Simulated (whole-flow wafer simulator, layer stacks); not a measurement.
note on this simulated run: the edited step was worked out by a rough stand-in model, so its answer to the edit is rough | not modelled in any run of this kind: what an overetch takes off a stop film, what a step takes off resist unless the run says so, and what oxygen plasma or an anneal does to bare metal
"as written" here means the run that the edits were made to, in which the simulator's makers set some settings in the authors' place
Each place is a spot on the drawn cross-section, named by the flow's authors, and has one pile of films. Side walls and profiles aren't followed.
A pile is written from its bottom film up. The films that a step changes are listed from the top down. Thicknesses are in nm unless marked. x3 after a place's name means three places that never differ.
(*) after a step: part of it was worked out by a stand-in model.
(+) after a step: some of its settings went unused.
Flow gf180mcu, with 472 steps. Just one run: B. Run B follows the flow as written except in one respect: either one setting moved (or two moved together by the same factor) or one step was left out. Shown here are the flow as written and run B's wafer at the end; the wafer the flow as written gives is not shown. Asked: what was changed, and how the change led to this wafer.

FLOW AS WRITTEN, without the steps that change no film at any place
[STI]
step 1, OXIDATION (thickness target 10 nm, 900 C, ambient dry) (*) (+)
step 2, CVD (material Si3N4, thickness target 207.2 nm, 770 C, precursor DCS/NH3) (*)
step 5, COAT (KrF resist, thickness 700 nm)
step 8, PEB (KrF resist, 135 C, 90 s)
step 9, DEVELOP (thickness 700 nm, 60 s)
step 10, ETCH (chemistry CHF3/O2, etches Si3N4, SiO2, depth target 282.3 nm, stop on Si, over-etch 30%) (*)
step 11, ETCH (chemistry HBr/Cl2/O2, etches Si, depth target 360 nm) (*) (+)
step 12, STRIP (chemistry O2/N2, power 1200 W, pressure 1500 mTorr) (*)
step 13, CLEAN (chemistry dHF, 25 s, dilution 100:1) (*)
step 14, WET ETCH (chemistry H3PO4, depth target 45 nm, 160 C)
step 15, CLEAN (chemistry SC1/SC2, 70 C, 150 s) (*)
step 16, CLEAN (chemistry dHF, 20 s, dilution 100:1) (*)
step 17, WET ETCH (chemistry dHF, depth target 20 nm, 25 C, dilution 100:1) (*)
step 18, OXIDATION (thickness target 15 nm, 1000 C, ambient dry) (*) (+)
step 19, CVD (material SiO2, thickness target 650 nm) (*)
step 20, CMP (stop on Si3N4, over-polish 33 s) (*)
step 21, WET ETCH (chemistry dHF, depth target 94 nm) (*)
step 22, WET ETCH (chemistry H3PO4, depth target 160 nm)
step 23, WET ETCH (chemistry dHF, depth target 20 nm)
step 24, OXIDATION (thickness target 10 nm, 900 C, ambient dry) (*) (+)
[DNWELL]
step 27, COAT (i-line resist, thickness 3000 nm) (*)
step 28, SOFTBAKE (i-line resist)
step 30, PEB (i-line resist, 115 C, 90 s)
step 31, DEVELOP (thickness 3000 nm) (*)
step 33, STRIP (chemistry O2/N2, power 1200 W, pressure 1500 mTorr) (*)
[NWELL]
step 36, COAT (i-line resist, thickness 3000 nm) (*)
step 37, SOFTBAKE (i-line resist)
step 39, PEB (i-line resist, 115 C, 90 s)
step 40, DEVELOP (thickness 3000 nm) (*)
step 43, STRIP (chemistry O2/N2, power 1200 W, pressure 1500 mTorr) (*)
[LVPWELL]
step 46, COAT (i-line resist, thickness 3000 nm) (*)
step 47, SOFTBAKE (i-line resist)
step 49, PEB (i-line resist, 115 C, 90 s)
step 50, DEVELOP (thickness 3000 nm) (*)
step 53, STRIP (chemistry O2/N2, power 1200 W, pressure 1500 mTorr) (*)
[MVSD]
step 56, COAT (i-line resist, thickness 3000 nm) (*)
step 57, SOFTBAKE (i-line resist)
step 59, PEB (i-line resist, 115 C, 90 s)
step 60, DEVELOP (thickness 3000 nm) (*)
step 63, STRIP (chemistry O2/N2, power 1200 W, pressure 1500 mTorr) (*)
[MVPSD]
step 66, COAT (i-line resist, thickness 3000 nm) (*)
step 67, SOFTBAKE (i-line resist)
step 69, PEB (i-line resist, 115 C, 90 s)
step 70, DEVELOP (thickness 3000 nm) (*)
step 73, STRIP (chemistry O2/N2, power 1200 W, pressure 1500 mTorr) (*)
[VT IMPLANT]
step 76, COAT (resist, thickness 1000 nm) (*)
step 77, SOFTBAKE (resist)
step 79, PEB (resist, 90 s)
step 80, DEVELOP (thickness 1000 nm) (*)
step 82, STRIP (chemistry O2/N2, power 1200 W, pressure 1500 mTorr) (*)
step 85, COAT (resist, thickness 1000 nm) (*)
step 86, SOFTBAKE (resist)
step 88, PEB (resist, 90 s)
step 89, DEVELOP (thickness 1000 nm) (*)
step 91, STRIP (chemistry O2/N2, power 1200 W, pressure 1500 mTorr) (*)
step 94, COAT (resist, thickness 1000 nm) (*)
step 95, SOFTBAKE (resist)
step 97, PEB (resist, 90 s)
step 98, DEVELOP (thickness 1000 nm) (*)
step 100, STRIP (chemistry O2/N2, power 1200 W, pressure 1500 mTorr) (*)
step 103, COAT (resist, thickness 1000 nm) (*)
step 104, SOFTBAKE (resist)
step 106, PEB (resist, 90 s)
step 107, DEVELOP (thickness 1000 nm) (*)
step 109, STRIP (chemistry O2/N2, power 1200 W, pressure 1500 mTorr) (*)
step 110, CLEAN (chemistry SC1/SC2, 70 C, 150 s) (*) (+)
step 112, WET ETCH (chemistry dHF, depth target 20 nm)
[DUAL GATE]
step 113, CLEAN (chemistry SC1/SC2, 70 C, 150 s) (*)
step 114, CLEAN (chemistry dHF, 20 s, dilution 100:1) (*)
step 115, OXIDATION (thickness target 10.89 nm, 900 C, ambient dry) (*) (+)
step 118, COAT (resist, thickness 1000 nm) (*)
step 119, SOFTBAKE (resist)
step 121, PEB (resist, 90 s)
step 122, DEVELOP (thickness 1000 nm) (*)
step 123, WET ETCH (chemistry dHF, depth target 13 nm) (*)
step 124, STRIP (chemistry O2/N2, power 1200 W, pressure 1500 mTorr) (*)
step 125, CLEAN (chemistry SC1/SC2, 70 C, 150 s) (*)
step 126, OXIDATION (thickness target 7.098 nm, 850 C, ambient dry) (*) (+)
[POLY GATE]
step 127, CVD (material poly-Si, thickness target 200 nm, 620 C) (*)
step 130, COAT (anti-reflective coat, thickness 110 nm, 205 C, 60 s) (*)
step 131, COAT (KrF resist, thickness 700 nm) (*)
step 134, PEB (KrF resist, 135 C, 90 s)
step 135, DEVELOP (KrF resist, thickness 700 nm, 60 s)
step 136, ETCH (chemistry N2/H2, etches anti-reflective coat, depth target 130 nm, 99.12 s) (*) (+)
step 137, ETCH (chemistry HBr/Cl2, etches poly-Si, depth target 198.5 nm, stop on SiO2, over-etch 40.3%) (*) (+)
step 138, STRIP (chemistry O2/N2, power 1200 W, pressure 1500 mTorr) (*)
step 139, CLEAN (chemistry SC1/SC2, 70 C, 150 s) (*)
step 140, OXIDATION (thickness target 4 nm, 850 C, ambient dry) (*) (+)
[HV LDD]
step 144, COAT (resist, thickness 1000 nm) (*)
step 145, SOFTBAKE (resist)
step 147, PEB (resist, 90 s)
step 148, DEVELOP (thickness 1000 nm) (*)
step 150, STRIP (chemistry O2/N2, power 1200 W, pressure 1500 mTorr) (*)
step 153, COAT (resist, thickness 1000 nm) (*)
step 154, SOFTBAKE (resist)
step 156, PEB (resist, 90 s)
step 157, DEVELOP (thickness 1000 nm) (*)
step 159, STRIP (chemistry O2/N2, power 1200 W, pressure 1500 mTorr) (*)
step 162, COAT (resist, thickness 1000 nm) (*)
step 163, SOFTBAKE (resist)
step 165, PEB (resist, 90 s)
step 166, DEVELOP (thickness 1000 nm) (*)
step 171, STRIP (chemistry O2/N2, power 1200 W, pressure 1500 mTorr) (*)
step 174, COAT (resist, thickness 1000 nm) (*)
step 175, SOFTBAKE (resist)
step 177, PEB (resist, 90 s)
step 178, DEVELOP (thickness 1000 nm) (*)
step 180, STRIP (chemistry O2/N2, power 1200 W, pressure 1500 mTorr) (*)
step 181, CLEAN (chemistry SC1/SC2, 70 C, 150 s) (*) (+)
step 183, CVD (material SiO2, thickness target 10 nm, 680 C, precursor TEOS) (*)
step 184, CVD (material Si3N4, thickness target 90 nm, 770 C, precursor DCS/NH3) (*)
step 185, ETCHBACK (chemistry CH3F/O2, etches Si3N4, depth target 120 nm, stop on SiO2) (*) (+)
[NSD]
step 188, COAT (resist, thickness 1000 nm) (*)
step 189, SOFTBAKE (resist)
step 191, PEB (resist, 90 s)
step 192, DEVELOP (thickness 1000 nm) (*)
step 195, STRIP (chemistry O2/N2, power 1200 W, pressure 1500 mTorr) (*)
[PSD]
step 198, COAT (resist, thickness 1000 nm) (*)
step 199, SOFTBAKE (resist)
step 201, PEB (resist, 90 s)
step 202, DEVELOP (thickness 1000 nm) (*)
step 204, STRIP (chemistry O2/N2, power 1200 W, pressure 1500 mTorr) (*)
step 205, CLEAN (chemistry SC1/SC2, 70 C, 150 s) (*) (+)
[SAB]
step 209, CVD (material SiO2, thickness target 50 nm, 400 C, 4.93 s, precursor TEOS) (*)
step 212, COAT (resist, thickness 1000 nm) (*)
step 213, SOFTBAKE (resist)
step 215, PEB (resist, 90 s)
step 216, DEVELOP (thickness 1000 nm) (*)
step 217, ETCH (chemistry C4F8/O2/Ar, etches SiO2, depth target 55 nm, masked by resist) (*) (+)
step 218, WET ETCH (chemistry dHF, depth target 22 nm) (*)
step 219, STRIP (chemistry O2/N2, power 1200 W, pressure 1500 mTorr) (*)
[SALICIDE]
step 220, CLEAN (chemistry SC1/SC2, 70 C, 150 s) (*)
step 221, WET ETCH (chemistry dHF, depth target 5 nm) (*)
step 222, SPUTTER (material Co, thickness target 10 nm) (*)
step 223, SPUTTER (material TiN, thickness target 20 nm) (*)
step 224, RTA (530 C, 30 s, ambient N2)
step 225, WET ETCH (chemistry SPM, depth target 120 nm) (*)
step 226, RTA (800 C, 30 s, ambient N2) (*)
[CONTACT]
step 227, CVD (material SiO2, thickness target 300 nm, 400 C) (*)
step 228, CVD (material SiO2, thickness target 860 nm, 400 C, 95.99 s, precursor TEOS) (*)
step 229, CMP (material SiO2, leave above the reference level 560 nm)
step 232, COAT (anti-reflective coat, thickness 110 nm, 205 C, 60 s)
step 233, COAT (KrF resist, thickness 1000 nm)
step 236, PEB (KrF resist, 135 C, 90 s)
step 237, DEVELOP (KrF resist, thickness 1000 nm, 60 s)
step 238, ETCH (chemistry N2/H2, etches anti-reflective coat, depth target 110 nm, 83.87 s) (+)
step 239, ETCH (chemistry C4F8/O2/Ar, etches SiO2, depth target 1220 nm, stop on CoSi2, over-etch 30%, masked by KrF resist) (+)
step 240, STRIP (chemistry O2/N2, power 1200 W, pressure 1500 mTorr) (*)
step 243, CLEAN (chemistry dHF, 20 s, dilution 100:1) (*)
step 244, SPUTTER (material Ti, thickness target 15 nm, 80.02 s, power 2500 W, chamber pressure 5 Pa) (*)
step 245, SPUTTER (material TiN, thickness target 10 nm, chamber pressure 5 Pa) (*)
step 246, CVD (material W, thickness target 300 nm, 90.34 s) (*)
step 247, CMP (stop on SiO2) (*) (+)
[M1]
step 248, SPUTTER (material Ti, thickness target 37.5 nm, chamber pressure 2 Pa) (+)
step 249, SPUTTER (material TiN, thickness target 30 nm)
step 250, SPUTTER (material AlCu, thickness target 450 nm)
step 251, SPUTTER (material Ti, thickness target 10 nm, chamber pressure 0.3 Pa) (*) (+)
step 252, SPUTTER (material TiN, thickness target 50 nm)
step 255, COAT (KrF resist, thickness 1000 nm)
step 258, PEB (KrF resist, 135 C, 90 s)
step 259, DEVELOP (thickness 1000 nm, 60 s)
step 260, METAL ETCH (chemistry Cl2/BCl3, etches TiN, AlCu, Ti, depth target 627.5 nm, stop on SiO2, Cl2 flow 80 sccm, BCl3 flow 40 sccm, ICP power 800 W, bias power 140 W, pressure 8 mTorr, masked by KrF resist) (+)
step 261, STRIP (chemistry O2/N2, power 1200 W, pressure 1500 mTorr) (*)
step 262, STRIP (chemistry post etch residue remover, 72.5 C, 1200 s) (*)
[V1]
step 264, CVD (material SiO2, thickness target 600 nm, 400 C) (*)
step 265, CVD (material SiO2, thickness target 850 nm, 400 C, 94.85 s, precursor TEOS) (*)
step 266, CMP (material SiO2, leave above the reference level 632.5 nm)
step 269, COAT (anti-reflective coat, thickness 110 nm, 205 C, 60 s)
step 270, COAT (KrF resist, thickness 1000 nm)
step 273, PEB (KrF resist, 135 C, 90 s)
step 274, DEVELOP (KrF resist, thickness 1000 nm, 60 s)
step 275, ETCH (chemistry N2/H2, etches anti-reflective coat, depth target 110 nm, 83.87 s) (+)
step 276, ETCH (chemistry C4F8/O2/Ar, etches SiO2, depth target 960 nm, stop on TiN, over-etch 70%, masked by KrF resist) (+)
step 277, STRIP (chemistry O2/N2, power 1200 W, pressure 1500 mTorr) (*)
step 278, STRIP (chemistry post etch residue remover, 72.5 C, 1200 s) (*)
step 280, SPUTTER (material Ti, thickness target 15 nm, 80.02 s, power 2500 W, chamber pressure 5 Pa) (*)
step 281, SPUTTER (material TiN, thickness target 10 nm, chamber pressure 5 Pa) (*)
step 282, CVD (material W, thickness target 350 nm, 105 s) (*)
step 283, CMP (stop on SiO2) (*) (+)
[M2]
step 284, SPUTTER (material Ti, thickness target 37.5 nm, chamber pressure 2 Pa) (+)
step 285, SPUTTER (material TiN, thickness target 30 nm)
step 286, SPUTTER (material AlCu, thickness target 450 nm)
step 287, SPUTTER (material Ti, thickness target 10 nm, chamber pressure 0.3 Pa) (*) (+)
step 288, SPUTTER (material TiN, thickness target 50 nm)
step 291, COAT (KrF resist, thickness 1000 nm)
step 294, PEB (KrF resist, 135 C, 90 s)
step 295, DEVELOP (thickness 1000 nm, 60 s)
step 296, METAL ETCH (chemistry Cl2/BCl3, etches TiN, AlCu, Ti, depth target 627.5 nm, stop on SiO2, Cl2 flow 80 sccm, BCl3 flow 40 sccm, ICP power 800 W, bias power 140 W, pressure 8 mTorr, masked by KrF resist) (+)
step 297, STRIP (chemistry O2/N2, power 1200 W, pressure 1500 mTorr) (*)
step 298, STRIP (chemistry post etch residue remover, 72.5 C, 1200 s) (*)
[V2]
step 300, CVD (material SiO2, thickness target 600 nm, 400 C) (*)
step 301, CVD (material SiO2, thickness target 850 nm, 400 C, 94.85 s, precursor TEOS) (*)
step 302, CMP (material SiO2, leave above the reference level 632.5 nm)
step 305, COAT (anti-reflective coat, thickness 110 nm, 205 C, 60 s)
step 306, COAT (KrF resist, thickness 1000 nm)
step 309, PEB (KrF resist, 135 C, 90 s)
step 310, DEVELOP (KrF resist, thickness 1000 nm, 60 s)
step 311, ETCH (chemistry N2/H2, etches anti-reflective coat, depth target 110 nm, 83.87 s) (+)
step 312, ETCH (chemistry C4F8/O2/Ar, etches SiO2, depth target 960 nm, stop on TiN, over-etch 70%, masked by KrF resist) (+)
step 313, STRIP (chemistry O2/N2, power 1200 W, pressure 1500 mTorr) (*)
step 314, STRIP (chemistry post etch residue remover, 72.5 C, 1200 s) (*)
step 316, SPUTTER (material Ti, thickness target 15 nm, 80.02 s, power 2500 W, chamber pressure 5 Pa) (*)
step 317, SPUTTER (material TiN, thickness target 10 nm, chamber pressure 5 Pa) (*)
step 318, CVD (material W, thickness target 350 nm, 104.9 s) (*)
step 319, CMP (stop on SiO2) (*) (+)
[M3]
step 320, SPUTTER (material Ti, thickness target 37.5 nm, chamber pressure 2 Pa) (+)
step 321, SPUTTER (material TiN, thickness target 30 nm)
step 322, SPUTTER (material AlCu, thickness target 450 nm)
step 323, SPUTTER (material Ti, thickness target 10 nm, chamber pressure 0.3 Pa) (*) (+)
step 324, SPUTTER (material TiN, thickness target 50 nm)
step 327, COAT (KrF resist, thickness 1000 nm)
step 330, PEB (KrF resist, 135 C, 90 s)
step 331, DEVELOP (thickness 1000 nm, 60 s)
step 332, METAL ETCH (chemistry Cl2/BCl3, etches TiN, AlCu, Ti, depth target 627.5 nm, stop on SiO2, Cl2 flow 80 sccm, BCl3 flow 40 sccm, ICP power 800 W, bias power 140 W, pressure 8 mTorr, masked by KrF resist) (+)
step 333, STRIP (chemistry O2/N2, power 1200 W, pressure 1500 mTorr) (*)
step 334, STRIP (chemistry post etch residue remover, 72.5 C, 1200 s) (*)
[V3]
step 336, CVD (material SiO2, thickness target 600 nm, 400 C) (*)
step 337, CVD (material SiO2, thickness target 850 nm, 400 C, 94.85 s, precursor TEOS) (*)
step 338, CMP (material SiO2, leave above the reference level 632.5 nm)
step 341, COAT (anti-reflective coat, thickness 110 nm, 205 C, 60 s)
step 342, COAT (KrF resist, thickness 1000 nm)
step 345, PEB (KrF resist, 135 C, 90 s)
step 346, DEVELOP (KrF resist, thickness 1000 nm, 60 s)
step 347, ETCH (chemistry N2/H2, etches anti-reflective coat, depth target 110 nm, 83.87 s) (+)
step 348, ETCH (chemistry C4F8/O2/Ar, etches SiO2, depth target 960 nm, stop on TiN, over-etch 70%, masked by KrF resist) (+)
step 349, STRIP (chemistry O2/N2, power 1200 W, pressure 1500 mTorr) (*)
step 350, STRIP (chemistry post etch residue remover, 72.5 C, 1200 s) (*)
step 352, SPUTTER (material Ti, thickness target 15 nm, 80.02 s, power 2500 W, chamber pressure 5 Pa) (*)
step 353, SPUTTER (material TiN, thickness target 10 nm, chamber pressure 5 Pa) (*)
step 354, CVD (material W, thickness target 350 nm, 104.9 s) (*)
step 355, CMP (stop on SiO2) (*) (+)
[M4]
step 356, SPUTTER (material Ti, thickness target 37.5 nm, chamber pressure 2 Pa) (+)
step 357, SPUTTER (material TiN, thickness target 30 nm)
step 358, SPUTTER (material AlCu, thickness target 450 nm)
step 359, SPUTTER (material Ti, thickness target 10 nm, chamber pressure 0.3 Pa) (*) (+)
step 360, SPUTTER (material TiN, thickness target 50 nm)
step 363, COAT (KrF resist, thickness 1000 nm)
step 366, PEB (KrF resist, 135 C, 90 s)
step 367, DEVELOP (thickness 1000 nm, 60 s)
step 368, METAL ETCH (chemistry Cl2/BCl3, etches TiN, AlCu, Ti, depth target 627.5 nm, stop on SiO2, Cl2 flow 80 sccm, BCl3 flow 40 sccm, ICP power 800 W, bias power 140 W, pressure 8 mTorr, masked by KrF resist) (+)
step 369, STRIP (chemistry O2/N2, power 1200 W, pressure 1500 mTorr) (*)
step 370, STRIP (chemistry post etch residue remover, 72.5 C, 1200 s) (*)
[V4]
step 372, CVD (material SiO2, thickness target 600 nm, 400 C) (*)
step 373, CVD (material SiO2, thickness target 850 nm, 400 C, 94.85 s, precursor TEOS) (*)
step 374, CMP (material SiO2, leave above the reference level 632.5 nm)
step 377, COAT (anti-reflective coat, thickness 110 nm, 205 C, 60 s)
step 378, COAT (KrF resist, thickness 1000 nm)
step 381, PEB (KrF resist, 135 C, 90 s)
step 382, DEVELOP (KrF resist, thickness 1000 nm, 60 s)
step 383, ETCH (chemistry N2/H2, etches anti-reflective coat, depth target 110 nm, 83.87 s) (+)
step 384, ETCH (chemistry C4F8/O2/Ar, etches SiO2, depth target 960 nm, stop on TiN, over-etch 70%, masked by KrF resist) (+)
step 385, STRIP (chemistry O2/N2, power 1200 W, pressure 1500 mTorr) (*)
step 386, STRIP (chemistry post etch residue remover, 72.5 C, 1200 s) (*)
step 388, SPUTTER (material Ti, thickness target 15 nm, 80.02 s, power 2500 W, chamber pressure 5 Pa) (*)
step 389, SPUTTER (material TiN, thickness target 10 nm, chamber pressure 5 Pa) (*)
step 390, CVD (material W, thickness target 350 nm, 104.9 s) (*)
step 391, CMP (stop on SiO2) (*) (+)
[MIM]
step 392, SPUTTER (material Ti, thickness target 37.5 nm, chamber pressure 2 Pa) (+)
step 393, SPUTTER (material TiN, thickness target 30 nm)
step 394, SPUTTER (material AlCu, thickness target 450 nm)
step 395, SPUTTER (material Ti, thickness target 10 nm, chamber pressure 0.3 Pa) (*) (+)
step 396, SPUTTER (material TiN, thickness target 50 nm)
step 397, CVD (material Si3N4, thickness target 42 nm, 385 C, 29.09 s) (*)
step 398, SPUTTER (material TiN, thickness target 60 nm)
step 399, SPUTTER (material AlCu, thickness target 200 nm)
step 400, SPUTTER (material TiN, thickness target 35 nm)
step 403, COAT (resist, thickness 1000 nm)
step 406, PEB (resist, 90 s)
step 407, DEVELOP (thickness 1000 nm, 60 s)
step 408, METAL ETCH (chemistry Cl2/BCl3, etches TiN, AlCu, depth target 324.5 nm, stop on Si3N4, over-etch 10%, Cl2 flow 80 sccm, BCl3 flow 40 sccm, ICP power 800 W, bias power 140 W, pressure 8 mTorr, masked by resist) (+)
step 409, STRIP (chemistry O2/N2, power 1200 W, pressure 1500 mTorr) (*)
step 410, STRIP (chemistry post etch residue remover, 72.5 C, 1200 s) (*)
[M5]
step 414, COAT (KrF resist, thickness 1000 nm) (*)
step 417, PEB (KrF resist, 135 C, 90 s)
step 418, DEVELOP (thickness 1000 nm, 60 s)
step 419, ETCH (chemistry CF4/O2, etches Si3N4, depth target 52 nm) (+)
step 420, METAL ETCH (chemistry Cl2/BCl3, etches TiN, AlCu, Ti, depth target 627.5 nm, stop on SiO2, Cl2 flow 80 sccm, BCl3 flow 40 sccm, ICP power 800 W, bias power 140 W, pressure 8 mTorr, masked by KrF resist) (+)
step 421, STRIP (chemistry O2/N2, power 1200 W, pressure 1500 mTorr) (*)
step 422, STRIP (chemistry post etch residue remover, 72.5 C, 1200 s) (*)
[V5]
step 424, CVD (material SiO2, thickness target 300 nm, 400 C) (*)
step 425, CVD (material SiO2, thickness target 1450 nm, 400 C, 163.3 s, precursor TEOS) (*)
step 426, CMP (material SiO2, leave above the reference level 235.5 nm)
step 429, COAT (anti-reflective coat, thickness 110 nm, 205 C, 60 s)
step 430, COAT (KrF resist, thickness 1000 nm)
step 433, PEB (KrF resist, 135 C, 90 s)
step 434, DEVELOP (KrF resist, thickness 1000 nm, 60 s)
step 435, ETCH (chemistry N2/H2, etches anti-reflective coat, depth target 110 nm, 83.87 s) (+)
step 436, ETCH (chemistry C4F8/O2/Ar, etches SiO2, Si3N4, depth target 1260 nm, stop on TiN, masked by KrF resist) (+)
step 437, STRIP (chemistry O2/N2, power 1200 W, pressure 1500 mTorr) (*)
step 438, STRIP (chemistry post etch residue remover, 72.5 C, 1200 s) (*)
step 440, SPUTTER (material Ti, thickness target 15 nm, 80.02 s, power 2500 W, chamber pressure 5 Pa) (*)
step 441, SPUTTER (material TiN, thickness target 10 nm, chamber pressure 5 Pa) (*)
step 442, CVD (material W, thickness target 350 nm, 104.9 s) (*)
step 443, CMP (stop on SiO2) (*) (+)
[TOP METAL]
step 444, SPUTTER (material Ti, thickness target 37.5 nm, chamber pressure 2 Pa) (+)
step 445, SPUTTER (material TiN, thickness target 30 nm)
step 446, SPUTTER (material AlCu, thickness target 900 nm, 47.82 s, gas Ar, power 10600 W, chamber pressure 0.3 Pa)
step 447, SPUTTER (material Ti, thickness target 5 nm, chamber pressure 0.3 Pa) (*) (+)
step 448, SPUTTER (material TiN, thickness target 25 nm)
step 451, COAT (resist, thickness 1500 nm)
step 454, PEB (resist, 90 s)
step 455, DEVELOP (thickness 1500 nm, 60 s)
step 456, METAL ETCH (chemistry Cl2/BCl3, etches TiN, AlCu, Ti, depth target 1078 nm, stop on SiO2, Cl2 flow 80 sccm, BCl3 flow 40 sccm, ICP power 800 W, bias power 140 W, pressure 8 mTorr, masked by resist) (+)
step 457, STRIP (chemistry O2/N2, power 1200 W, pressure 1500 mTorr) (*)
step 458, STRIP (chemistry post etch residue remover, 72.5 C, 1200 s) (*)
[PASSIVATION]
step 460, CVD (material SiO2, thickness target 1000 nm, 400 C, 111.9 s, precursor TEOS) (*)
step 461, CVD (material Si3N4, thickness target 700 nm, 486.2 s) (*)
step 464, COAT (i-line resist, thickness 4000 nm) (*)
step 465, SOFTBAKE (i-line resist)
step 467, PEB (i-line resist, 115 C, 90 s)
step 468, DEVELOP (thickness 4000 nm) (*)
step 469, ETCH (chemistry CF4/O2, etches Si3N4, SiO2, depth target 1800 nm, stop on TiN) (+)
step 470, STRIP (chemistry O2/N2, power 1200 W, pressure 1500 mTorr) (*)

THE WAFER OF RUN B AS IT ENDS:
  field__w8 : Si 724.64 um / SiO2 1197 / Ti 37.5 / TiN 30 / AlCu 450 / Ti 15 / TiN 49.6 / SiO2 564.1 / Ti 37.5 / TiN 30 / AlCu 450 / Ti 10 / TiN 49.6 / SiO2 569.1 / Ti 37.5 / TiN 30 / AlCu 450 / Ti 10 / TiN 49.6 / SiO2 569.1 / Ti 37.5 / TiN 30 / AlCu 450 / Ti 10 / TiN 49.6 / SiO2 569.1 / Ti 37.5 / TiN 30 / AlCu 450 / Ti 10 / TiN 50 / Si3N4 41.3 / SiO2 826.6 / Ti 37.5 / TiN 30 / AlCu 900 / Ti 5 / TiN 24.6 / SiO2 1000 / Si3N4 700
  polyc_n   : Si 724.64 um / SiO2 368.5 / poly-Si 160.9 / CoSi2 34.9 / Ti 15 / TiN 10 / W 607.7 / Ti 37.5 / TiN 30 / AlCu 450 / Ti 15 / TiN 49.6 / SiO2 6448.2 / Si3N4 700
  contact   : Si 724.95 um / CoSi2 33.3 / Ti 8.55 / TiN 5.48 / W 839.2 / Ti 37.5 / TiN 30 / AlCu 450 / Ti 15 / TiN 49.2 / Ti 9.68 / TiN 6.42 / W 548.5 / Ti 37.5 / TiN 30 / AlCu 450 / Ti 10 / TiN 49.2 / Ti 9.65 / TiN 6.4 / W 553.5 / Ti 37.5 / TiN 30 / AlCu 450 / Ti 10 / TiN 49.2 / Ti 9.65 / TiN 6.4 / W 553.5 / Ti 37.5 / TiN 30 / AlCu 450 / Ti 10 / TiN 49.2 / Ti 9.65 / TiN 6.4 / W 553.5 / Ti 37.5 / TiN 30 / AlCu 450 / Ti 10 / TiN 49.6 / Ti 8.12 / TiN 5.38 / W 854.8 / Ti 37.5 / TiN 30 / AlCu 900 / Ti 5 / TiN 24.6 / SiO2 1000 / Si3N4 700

The reason: step 251, SPUTTER: thickness target 15 nm was run, while the flow as written has thickness target 10 nm.
One can read it off the wafer: field__w8 has Ti 15, and step 251 as written asks for 10 nm.

The path from the change to this, step by step:
  step 251, SPUTTER (material Ti, thickness target 10 nm, chamber pressure 0.3 Pa) (*) (+)
      field, field__w1, field__w2 and 108 more: +15 Ti (new film) (as written it would have been: +10 Ti (new film))
  step 260, METAL ETCH (chemistry Cl2/BCl3, etches TiN, AlCu, Ti, depth target 627.5 nm, stop on SiO2, Cl2 flow 80 sccm, BCl3 flow 40 sccm, ICP power 800 W, bias power 140 W, pressure 8 mTorr, masked by KrF resist) (+)
      field, field__w1, field__w2 and 99 more: -50 TiN (all of it), -15 Ti (all of it), -450 AlCu (all of it), -30 TiN (all of it), -37.5 Ti (all of it) (as written it would have been: -50 TiN (all of it), -10 Ti (all of it), -450 AlCu (all of it), -30 TiN (all of it), -37.5 Ti (all of it))
